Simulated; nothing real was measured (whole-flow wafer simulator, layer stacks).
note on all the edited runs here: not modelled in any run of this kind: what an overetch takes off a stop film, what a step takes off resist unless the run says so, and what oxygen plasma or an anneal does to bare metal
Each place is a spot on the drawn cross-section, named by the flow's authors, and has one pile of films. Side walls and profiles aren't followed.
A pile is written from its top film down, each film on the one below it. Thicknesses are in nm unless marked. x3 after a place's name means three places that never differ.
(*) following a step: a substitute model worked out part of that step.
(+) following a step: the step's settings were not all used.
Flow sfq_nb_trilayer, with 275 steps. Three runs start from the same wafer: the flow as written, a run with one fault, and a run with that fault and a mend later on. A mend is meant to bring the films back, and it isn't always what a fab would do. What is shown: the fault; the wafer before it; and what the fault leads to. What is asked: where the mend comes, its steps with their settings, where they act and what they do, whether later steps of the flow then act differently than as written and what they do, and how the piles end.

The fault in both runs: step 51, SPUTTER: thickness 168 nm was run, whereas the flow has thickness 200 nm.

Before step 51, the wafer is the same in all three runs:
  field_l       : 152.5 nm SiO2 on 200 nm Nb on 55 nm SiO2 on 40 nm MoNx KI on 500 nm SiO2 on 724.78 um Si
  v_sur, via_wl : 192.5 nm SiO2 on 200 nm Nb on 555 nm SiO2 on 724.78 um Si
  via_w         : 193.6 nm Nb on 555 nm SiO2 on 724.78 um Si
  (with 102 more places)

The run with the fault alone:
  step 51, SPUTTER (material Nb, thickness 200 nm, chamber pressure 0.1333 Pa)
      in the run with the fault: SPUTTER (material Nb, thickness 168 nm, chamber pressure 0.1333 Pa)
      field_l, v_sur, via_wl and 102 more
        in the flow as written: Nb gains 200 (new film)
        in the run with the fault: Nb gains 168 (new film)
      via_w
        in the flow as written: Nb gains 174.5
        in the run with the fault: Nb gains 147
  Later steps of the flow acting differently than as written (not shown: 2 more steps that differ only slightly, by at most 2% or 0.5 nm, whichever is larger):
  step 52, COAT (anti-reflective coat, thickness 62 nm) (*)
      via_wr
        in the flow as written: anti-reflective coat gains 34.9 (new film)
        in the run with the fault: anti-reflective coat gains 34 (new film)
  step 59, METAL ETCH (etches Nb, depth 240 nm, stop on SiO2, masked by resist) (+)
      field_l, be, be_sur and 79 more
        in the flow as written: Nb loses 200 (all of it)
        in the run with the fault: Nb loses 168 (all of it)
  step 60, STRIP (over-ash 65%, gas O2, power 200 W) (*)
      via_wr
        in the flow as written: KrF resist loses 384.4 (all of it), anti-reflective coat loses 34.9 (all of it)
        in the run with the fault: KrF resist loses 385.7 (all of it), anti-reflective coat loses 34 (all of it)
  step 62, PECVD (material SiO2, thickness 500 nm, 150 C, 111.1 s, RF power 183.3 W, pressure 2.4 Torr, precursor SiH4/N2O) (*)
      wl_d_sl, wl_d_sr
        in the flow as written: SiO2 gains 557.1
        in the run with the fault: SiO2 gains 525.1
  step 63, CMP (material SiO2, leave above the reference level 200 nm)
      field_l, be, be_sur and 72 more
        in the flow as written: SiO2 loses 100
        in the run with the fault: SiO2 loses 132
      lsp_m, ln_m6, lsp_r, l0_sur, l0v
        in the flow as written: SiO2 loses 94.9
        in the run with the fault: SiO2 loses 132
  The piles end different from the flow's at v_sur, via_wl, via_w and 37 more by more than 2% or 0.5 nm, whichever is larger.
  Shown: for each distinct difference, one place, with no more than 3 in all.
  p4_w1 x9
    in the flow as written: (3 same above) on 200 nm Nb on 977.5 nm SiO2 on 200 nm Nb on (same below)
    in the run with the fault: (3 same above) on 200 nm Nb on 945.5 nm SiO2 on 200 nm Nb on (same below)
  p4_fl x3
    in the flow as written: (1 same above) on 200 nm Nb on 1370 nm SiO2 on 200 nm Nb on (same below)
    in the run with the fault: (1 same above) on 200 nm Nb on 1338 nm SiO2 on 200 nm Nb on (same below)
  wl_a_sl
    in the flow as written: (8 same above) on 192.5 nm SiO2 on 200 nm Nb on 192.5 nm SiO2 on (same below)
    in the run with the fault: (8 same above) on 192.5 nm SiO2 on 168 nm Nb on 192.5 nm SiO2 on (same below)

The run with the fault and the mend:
  The mend stands after step 57.
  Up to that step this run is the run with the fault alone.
  step 57a, STRIP (over-ash 65%, gas O2, power 200 W) (*)
      p4_fl x3, p4_w1 x9, p4_g1 x2 and 47 more
        anti-reflective coat loses 62 (all of it)
      wl_j_sl, wl_jj, wl_j_sr and 13 more
        KrF resist loses 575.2 (all of it), anti-reflective coat loses 62 (all of it)
      r_sur, res, r_end and 8 more
        anti-reflective coat loses 61.8 (all of it)
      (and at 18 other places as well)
  step 57b, SPUTTER (material Nb, thickness 32 nm, chamber pressure 0.1333 Pa) (a further turn of the flow's step 51, with different settings)
      field_l, v_sur, via_wl and 102 more
        Nb gains 32
      via_w
        Nb gains 24.7
  step 57c, COAT (anti-reflective coat, thickness 62 nm) (*) (a further turn of the flow's step 52)
      p4_fl x3, p4_w1 x9, p4_g1 x2 and 63 more
        anti-reflective coat gains 62 (new film)
      r_sur, res, r_end and 9 more
        anti-reflective coat gains 61.8 (new film)
      jj_sur, ce_l, c5j, ce_r, sp_r, be_r
        anti-reflective coat gains 61.7 (new film)
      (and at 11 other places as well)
  step 57d, COAT (KrF resist, thickness 600 nm) (*) (a further turn of the flow's step 53)
      p4_fl x3, p4_w1 x9, p4_g1 x2 and 63 more
        KrF resist gains 600 (new film)
      res, r_end, moat, field_r, l0_sur
        KrF resist gains 599.4 (new film)
      lsp_l, ln_m5, lsp_m, ln_m6, lsp_r
        KrF resist gains 599.5 (new film)
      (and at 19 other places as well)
  step 57e, SOFTBAKE (KrF resist) (a further turn of the flow's step 54)
      does not change any film at any place that is followed
  step 57f, EXPOSE (photomask M1, dose 12.11 mJ/cm2, NA 0.6, wavelength 248 nm) (*) (a further turn of the flow's step 55)
      does not change any film at any place that is followed
  step 57g, PEB (KrF resist, 90 s) (a further turn of the flow's step 56)
      wire, be, be_sur and 96 more
        KrF resist loses 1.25
      field_l, via_v
        KrF resist loses 1.24
      via_wl, via_wr
        KrF resist loses 1.26
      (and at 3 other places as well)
  step 57h, DEVELOP (KrF resist, thickness 600 nm, 60 s) (a further turn of the flow's step 57)
      p4_fl x3, p4_w1 x9, p4_g1 x2 and 47 more
        KrF resist loses 598.7 (all of it)
      v_sur, via_wl, via_w and 21 more
        KrF resist loses 23.5
      moat, field_r, lsp_l, lsp_m, ln_m6, lsp_r, l0_sur
        KrF resist loses 598.2 (all of it)
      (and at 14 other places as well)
  Every later step of the flow that is run acts as written, at every place that is followed, to within 2% or 0.5 nm, whichever is larger.
  At the end the piles are close to the flow's at the places that both follow, differing by at most 2% or 0.5 nm, whichever is larger.
